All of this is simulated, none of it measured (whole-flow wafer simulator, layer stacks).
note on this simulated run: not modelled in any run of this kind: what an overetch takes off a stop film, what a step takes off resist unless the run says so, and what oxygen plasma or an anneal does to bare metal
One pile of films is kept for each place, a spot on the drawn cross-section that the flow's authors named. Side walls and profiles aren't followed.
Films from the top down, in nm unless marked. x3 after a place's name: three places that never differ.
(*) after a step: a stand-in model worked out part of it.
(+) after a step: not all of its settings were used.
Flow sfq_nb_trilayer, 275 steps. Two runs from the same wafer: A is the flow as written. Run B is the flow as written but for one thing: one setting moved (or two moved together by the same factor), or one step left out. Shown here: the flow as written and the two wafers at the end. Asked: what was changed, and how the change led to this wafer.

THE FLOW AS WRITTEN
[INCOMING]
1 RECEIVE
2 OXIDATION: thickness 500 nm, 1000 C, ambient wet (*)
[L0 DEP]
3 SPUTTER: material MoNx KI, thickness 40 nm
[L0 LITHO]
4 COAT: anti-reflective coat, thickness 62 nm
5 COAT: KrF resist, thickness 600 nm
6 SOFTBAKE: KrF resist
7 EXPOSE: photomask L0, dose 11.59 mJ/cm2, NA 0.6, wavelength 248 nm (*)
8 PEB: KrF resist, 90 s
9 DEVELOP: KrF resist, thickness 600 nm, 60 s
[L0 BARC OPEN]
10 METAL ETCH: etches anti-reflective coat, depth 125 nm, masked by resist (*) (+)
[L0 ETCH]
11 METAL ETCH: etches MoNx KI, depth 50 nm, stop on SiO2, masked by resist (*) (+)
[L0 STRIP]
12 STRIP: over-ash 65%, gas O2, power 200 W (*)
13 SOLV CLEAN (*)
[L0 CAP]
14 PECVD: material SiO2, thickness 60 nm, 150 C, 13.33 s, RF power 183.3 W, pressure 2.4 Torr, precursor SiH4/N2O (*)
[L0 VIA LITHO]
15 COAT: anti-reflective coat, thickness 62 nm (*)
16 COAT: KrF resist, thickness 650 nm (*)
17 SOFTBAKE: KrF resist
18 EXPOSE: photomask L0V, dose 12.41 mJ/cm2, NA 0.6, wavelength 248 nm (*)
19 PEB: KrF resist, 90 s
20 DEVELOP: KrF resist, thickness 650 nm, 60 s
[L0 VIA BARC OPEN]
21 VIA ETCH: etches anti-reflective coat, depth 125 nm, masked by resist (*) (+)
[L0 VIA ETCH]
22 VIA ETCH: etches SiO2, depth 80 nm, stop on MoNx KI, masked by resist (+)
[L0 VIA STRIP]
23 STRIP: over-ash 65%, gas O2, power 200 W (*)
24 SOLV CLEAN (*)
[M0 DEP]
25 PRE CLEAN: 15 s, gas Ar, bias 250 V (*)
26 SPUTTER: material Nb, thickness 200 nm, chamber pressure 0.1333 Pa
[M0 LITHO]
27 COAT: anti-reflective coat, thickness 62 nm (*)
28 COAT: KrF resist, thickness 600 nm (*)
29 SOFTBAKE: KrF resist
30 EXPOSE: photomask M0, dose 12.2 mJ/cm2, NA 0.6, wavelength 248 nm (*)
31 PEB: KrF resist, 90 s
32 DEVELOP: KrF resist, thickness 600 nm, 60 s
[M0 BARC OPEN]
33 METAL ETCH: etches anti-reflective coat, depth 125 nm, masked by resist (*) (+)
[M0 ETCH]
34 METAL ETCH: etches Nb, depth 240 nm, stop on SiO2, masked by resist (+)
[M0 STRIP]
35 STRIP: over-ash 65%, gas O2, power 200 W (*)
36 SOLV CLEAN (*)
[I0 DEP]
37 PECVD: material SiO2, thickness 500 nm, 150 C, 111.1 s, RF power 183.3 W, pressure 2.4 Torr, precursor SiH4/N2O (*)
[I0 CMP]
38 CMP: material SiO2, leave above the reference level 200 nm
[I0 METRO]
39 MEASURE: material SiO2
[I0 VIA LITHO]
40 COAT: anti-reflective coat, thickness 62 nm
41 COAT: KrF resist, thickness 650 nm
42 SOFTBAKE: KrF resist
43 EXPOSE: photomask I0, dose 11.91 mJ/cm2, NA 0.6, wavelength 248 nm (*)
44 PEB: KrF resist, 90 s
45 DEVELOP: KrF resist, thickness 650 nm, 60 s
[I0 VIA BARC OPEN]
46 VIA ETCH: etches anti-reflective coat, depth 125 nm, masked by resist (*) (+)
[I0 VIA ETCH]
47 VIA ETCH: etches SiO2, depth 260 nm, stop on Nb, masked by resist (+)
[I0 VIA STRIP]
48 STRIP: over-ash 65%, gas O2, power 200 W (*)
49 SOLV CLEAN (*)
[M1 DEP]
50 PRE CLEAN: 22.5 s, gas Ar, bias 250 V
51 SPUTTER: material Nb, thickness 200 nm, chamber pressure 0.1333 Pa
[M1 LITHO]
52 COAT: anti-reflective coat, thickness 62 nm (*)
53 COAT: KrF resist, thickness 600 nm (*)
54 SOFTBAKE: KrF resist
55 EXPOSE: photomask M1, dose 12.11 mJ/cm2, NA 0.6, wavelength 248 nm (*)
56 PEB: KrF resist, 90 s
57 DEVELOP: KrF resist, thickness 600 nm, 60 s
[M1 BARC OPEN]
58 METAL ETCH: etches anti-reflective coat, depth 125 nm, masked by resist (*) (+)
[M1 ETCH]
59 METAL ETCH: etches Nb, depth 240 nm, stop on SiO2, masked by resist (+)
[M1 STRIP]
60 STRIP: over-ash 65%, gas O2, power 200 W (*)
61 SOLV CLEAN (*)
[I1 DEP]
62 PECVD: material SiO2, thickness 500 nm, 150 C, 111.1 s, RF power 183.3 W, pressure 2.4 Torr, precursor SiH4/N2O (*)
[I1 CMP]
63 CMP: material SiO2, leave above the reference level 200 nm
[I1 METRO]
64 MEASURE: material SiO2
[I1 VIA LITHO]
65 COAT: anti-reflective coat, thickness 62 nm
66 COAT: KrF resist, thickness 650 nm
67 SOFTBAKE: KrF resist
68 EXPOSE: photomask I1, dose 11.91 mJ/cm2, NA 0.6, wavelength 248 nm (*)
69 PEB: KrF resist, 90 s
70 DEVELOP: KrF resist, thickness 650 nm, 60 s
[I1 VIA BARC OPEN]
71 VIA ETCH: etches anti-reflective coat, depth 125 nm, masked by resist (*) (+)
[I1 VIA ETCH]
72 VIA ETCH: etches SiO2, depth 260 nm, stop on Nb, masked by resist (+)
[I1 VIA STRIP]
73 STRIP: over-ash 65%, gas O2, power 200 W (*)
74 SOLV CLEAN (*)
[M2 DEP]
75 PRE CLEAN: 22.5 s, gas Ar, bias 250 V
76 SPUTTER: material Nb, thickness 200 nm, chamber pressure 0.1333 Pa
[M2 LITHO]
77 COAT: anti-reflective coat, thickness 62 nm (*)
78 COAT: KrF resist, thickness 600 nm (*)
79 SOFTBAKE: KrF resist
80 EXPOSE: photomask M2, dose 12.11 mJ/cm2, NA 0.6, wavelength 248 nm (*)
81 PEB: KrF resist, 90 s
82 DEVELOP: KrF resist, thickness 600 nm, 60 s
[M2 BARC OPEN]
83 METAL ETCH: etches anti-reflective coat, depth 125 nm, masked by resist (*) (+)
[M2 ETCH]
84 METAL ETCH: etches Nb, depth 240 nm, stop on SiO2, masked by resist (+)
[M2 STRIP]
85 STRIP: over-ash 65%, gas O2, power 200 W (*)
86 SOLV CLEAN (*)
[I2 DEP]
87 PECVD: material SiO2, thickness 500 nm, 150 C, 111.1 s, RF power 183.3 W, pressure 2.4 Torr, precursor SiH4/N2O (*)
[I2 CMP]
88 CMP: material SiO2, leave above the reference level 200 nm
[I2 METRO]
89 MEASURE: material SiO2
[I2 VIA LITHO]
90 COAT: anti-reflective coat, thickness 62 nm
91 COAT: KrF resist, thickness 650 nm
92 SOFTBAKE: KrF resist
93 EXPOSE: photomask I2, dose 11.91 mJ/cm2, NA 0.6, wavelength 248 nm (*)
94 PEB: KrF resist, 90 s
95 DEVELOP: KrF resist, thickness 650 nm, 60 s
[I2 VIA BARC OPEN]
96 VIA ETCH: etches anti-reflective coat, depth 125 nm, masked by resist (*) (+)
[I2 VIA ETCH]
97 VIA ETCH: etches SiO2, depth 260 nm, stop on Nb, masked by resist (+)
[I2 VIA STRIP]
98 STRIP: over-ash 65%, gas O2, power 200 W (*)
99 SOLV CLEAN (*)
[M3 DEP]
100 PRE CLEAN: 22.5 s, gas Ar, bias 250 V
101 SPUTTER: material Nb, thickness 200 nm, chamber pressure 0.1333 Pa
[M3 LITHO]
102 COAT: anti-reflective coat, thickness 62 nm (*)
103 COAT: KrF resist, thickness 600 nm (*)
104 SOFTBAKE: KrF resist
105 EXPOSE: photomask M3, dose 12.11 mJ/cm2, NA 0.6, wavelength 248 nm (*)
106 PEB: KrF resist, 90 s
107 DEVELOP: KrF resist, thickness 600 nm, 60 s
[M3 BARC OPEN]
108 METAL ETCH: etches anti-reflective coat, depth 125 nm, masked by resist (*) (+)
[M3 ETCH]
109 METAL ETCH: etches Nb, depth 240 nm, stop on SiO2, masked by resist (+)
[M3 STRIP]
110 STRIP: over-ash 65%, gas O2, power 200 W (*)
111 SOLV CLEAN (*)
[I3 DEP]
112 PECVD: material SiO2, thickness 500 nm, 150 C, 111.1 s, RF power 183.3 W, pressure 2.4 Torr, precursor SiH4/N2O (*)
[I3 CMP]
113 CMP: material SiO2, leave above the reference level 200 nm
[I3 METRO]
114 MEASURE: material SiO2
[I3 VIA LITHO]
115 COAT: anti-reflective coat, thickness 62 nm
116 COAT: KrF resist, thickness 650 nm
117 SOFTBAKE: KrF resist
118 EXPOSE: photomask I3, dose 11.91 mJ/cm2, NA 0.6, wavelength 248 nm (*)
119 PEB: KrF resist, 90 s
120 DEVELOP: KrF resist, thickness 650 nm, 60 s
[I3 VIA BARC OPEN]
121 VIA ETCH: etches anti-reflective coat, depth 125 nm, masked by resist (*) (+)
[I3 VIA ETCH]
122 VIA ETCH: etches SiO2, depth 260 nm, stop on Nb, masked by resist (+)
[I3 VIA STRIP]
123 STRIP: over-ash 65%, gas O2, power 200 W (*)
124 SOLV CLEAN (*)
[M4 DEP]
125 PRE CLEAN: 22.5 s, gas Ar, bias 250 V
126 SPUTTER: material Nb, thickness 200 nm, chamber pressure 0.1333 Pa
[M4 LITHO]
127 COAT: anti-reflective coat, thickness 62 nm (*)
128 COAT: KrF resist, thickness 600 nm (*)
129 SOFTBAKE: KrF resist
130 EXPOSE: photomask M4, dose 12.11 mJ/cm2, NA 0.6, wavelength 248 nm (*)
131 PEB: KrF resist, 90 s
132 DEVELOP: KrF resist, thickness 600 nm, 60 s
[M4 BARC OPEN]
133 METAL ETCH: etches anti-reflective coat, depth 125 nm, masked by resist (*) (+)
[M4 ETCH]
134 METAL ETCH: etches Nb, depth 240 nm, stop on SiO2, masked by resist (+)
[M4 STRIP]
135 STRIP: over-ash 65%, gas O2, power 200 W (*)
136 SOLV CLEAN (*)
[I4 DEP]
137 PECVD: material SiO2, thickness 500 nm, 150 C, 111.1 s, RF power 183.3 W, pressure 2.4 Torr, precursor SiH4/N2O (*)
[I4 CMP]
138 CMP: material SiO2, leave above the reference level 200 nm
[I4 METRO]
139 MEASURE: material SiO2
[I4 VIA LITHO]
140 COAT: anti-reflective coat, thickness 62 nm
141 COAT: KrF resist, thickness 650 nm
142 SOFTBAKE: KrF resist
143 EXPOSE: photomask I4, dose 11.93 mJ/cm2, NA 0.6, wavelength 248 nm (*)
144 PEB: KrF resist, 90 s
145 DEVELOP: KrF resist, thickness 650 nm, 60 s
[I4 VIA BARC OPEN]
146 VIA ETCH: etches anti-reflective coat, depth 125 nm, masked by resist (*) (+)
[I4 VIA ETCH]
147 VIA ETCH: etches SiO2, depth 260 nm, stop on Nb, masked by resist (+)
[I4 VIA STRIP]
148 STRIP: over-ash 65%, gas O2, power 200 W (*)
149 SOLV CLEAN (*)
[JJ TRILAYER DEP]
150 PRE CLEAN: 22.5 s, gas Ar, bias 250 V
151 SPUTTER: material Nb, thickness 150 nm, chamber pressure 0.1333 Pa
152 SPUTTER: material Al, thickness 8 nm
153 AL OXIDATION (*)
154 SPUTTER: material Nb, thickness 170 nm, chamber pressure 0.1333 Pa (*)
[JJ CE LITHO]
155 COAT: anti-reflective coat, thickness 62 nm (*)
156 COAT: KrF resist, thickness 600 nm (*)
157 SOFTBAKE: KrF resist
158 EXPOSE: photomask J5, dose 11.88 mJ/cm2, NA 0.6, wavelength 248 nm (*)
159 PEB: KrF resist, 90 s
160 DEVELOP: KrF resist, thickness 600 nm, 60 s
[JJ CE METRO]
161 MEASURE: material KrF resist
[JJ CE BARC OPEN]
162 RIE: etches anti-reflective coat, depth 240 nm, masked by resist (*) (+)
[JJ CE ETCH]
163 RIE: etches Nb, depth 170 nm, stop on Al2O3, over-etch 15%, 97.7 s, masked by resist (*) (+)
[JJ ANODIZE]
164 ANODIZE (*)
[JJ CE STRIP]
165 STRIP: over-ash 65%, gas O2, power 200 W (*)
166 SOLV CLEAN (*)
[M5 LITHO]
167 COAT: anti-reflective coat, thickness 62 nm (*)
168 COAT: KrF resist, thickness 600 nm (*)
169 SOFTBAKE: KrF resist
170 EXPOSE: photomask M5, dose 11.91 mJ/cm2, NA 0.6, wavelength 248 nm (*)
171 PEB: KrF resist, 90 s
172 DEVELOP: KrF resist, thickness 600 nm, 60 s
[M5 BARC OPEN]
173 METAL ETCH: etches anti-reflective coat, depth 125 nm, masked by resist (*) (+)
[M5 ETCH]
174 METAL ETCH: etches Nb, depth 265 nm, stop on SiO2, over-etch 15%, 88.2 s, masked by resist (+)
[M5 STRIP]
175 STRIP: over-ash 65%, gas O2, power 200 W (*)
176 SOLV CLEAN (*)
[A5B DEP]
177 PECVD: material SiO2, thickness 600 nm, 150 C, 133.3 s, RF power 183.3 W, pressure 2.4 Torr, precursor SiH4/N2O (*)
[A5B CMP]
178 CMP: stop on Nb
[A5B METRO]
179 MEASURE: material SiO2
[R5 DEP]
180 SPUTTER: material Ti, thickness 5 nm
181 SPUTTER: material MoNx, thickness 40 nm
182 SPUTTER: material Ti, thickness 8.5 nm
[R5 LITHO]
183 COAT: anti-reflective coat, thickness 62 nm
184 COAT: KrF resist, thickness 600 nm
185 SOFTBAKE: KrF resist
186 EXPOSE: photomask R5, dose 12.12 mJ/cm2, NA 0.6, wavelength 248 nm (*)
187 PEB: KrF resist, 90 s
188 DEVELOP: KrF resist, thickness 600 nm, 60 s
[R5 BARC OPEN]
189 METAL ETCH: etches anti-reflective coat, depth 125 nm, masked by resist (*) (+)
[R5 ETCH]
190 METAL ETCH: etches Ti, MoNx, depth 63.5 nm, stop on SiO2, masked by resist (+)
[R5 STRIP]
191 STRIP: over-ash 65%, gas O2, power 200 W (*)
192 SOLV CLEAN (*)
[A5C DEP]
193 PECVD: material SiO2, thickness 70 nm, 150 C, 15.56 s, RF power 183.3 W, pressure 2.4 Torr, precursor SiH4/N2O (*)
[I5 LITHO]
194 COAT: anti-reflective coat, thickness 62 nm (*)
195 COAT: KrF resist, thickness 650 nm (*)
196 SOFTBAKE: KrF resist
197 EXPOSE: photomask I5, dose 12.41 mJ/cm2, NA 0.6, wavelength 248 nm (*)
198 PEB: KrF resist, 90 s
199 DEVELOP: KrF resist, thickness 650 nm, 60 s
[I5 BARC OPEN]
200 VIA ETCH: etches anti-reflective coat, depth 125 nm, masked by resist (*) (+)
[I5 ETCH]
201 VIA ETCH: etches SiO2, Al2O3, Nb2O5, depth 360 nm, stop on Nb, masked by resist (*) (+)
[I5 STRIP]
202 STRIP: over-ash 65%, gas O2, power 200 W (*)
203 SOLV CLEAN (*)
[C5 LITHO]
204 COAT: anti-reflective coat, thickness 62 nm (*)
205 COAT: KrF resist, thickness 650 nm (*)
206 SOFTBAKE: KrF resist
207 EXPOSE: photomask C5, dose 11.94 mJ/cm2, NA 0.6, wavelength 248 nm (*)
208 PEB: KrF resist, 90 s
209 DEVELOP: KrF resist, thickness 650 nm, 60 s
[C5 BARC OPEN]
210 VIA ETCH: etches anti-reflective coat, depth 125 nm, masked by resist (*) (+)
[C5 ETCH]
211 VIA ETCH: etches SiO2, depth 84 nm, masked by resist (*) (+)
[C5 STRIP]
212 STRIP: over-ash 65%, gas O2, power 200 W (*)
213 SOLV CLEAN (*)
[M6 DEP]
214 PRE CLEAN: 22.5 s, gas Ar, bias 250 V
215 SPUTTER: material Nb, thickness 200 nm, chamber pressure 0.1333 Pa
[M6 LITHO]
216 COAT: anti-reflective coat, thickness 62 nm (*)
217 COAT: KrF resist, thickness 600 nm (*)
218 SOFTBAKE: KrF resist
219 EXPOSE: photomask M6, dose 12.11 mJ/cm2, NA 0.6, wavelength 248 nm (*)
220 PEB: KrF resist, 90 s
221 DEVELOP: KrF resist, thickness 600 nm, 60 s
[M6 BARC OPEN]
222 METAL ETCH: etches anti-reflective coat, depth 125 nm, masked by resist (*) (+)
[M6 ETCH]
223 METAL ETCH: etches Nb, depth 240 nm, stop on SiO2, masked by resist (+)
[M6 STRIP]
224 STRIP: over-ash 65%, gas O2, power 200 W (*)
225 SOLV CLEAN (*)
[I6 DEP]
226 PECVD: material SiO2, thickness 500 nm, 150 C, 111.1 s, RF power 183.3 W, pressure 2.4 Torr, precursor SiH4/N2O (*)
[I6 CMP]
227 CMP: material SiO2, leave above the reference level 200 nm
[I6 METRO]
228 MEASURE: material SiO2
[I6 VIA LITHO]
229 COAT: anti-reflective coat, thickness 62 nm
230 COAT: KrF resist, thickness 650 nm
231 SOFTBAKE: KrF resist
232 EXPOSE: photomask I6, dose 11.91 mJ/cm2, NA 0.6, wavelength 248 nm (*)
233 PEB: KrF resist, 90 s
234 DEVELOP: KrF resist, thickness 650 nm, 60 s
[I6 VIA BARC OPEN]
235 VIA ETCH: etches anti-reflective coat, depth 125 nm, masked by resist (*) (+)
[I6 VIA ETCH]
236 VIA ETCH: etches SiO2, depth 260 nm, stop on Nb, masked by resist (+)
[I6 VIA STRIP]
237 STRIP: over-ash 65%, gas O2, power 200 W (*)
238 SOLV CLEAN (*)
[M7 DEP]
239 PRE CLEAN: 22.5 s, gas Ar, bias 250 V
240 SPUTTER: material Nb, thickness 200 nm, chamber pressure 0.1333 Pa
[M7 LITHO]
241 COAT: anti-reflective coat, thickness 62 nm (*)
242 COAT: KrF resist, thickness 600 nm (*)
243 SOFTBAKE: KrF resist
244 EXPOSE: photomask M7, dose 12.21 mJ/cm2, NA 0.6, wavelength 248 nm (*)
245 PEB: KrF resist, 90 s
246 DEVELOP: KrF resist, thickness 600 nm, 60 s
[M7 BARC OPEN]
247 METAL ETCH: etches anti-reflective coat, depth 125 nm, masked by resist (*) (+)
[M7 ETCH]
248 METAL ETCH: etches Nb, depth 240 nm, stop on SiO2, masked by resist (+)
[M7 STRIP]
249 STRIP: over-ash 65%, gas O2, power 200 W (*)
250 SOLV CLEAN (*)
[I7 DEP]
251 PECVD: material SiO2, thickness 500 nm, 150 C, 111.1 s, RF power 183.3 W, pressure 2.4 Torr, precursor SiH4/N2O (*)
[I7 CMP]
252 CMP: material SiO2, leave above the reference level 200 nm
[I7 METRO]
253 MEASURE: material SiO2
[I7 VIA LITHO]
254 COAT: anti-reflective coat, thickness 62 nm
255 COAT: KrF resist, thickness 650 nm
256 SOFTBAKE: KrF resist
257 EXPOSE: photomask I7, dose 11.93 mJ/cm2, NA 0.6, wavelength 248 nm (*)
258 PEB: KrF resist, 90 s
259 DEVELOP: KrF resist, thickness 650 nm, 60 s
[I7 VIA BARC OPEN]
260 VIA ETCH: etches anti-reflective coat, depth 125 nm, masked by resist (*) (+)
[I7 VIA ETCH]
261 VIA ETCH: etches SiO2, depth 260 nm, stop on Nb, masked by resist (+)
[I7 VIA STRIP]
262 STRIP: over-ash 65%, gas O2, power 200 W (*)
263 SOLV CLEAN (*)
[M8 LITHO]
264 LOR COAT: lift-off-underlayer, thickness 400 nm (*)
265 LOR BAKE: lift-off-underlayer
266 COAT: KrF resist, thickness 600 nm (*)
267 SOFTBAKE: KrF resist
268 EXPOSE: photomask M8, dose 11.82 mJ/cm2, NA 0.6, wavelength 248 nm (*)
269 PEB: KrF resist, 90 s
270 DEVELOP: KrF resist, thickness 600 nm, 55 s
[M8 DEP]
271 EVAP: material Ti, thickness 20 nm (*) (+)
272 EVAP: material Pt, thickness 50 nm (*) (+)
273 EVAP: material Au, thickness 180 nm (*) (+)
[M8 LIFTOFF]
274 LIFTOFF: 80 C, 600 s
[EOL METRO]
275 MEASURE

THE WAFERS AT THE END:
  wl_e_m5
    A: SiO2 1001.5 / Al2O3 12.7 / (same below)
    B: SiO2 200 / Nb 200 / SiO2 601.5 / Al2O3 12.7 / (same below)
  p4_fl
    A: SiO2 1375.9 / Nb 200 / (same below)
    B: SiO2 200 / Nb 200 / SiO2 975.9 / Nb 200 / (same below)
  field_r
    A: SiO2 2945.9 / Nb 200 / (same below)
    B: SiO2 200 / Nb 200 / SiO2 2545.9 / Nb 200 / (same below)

The cause: step 248, METAL ETCH: etches Nb, depth 240 nm, stop on SiO2, masked by resist (+), was left out.

How the change led to this, step by step:
  249 STRIP: over-ash 65%, gas O2, power 200 W (*)
      wl_j_sl, wl_jj, wl_j_sr and 14 more: A KrF resist -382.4 (all of it), anti-reflective coat -62 (all of it) | B KrF resist -523.6 (all of it), anti-reflective coat -62 (all of it)
      ln_m5, lsp_m, ln_m6, lsp_r: A KrF resist -381.9 (all of it), anti-reflective coat -61.8 (all of it) | B KrF resist -523.1 (all of it), anti-reflective coat -61.8 (all of it)
      (and at 20 more places)
  251 PECVD: material SiO2, thickness 500 nm, 150 C, 111.1 s, RF power 183.3 W, pressure 2.4 Torr, precursor SiH4/N2O (*)
      field_l, p4_fl, p4_fm and 56 more: A SiO2 +500 | B SiO2 +500 (new film)
      field_r, lsp_l: A SiO2 +477.7 | B SiO2 +500 (new film)
      (and at 4 more places)
  252 CMP: material SiO2, leave above the reference level 200 nm
      field_l, p4_fl, p4_fm and 56 more: A SiO2 -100 | B SiO2 -300
      field_r, lsp_l: A SiO2 -77.7 | B SiO2 -300
      (and at 4 more places)
Counting metal films that touch as one body, wl_e_m5 has 7 bodies (between them, from the top down: SiO2 601.5 / Al2O3 12.7 / Nb2O5 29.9; SiO2 192.5; SiO2 192.5; SiO2 192.5; SiO2 192.5; SiO2 192.5); the flow as written gives 6 bodies (between them, from the top down: SiO2 192.5; SiO2 192.5; SiO2 192.5; SiO2 192.5; SiO2 192.5).
Counting metal films that touch as one body, p4_fl has 3 bodies (between them, from the top down: SiO2 975.9; SiO2 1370); the flow as written gives 2 bodies (between them, from the top down: SiO2 1370).
Counting metal films that touch as one body, field_r has 2 bodies (between them, from the top down: SiO2 2545.9); the flow as written gives 1 body.
